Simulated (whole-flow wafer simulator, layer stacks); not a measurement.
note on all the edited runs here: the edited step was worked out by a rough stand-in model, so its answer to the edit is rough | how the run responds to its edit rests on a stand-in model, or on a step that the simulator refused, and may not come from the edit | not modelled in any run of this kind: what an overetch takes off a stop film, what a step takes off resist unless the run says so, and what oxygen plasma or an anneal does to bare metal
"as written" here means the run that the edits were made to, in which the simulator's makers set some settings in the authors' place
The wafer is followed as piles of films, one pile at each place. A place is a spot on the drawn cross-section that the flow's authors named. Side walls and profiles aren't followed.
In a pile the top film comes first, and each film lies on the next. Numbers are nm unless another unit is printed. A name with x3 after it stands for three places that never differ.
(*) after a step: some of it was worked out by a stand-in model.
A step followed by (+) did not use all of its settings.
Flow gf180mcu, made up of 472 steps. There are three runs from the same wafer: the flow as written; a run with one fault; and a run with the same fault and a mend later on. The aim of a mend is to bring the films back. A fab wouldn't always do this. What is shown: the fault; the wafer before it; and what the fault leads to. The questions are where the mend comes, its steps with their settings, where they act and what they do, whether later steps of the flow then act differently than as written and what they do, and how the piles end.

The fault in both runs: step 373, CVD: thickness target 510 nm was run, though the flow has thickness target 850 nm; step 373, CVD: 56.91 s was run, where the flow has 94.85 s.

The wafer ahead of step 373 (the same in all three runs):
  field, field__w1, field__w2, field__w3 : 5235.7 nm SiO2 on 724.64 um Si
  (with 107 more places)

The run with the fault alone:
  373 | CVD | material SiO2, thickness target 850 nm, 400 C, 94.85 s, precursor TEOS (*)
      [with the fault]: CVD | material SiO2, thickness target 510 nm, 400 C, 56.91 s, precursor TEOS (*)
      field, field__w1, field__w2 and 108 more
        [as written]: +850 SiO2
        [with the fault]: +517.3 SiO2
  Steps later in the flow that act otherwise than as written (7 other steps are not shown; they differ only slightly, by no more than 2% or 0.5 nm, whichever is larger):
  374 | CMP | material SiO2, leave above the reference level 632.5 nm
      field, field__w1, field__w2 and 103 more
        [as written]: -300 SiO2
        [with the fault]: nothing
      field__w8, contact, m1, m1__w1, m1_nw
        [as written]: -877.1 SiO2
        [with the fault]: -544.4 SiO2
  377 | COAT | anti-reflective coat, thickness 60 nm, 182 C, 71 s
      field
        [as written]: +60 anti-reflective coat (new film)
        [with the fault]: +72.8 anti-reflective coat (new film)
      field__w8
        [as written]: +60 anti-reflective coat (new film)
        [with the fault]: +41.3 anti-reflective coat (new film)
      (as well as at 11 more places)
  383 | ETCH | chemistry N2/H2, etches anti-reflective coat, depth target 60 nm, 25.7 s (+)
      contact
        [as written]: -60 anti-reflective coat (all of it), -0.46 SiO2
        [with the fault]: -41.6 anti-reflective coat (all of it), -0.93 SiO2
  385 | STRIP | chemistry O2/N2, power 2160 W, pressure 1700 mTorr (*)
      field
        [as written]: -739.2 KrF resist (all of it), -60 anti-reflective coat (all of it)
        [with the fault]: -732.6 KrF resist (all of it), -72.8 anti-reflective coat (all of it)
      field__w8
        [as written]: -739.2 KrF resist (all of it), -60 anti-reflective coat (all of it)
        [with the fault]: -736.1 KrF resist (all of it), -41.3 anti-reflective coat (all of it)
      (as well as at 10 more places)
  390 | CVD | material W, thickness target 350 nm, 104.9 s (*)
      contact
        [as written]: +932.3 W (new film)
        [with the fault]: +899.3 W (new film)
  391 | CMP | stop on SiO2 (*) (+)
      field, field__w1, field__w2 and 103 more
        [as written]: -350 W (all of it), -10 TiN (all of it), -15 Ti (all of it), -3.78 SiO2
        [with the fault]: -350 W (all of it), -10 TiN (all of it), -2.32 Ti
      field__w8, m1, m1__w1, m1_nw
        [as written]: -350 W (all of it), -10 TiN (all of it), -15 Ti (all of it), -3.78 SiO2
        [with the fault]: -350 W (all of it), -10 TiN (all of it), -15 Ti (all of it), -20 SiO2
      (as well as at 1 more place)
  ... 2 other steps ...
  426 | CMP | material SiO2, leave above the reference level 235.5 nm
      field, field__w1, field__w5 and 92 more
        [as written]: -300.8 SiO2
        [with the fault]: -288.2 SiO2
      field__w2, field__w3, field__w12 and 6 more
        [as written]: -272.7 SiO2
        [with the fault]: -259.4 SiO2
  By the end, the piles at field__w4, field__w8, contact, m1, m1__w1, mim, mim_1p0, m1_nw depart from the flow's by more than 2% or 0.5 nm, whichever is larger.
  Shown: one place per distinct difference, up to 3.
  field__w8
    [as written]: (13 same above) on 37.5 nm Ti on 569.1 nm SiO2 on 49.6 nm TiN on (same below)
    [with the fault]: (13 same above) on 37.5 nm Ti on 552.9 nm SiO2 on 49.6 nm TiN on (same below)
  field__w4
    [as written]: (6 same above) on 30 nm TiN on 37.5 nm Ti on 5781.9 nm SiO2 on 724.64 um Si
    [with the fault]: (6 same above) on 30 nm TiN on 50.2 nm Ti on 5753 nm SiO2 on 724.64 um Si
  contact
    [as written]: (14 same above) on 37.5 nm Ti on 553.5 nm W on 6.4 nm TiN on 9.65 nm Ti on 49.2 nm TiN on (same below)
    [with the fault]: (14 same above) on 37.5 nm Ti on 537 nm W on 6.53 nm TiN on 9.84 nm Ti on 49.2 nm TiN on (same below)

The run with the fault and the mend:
  The mend stands after step 373.
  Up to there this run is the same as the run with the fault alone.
  373a | CVD | material SiO2, thickness target 340 nm, 400 C, 37.94 s, precursor TEOS (*) (the flow's step 373, run once more with other settings)
      field, field__w1, field__w2 and 108 more
        +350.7 SiO2
  Steps later in the flow that act otherwise than as written:
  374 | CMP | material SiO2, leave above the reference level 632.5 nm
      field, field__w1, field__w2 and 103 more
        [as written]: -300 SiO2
        [with the mend]: -318 SiO2
  By the end, the piles equal the flow's at every place that both follow.
